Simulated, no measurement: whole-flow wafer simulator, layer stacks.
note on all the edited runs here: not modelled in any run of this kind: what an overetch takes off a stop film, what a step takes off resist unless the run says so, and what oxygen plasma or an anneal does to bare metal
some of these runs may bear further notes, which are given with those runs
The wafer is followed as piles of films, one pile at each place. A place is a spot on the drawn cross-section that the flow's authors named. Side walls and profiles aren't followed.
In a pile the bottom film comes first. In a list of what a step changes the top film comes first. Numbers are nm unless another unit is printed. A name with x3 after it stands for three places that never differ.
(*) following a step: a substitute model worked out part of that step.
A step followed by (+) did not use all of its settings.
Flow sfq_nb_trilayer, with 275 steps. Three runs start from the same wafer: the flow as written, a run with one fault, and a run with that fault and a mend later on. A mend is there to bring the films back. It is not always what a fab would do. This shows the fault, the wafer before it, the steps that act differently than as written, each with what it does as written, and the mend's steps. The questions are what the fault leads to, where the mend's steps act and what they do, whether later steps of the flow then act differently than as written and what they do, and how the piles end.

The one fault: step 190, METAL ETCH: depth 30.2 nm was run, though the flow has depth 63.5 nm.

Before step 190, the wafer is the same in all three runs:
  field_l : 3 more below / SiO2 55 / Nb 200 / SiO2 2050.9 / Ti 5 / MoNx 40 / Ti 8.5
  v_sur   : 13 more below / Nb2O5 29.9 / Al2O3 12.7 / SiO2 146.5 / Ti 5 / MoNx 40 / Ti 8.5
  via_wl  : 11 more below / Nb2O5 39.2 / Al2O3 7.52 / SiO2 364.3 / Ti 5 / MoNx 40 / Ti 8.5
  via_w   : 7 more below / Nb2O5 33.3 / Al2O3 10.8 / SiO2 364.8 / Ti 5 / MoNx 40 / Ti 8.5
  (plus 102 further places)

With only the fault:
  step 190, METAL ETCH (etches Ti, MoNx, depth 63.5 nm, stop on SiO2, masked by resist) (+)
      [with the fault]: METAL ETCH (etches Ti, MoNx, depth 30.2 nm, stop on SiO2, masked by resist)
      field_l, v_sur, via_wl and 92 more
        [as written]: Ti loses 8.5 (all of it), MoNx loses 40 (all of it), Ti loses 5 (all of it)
        [with the fault]: Ti loses 8.5 (all of it), MoNx loses 21.7
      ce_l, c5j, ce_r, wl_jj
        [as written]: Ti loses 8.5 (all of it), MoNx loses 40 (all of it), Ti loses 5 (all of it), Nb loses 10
        [with the fault]: Ti loses 8.5 (all of it), MoNx loses 21.7
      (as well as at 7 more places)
  Later steps of the flow acting differently than as written (9 more steps, not shown, differ only slightly: by at most 2% or 0.5 nm, whichever is larger):
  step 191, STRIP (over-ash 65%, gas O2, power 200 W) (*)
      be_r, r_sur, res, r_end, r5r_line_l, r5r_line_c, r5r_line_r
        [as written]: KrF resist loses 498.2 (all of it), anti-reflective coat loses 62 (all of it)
        [with the fault]: KrF resist loses 511.5 (all of it), anti-reflective coat loses 62 (all of it)
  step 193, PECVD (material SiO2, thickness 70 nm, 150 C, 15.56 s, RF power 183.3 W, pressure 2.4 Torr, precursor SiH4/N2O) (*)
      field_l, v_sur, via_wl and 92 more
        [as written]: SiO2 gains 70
        [with the fault]: SiO2 gains 70 (new film)
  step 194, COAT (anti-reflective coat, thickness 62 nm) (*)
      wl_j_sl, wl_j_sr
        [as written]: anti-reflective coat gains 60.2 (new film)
        [with the fault]: anti-reflective coat gains 62 (new film)
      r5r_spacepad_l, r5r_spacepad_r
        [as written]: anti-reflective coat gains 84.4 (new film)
        [with the fault]: anti-reflective coat gains 74.4 (new film)
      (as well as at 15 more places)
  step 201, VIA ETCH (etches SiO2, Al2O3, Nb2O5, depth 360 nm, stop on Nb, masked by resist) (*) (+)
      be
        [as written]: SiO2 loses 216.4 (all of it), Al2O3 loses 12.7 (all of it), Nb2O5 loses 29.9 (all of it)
        [with the fault]: SiO2 loses 69.8 (all of it), MoNx loses 18.3 (all of it), Ti loses 5 (all of it), SiO2 loses 146.5 (all of it), Al2O3 loses 12.7 (all of it), Nb2O5 loses 29.9 (all of it)
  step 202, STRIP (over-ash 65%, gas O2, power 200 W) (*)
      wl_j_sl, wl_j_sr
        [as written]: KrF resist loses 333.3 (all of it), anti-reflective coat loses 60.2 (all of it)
        [with the fault]: KrF resist loses 333.2 (all of it), anti-reflective coat loses 62 (all of it)
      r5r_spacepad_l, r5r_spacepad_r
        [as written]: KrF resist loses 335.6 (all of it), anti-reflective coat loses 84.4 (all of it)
        [with the fault]: KrF resist loses 334.6 (all of it), anti-reflective coat loses 74.4 (all of it)
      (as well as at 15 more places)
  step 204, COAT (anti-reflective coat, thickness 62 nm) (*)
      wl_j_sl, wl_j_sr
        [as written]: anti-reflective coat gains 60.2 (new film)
        [with the fault]: anti-reflective coat gains 62 (new film)
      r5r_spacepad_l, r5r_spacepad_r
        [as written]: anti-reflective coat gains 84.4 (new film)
        [with the fault]: anti-reflective coat gains 74.4 (new film)
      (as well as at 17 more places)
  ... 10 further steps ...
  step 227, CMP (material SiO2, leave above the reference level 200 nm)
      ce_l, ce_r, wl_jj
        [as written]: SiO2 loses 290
        [with the fault]: SiO2 loses 300
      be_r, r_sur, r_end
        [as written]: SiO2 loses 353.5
        [with the fault]: SiO2 loses 330.2
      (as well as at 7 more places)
  The piles end different from the flow's at field_l, v_sur, via_wl and 103 more by more than 2% or 0.5 nm, whichever is larger.
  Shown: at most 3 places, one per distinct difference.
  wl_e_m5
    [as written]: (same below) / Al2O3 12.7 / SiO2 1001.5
    [with the fault]: (same below) / Al2O3 12.7 / SiO2 146.5 / Ti 5 / MoNx 18.3 / SiO2 855
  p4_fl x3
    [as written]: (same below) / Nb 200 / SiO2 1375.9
    [with the fault]: (same below) / Nb 200 / SiO2 520.9 / Ti 5 / MoNx 18.3 / SiO2 855
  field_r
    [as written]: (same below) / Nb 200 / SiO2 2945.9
    [with the fault]: (same below) / Nb 200 / SiO2 2090.9 / Ti 5 / MoNx 18.3 / SiO2 855

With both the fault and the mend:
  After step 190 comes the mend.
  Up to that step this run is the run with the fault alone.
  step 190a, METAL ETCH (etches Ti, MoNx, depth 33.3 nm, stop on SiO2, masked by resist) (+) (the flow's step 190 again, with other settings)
      field_l, v_sur, via_wl and 92 more
        MoNx loses 18.3 (all of it), Ti loses 5 (all of it)
      be_r, r_sur, res, r_end, r5r_line_l, r5r_line_c, r5r_line_r
        KrF resist loses 13.3
      ce_l, c5j, ce_r, wl_jj
        MoNx loses 18.3 (all of it), Ti loses 5 (all of it), Nb loses 10
  Every later step of the flow that is run acts as written at every place that is followed.
  At every place that both follow, the piles at the end match the flow's.
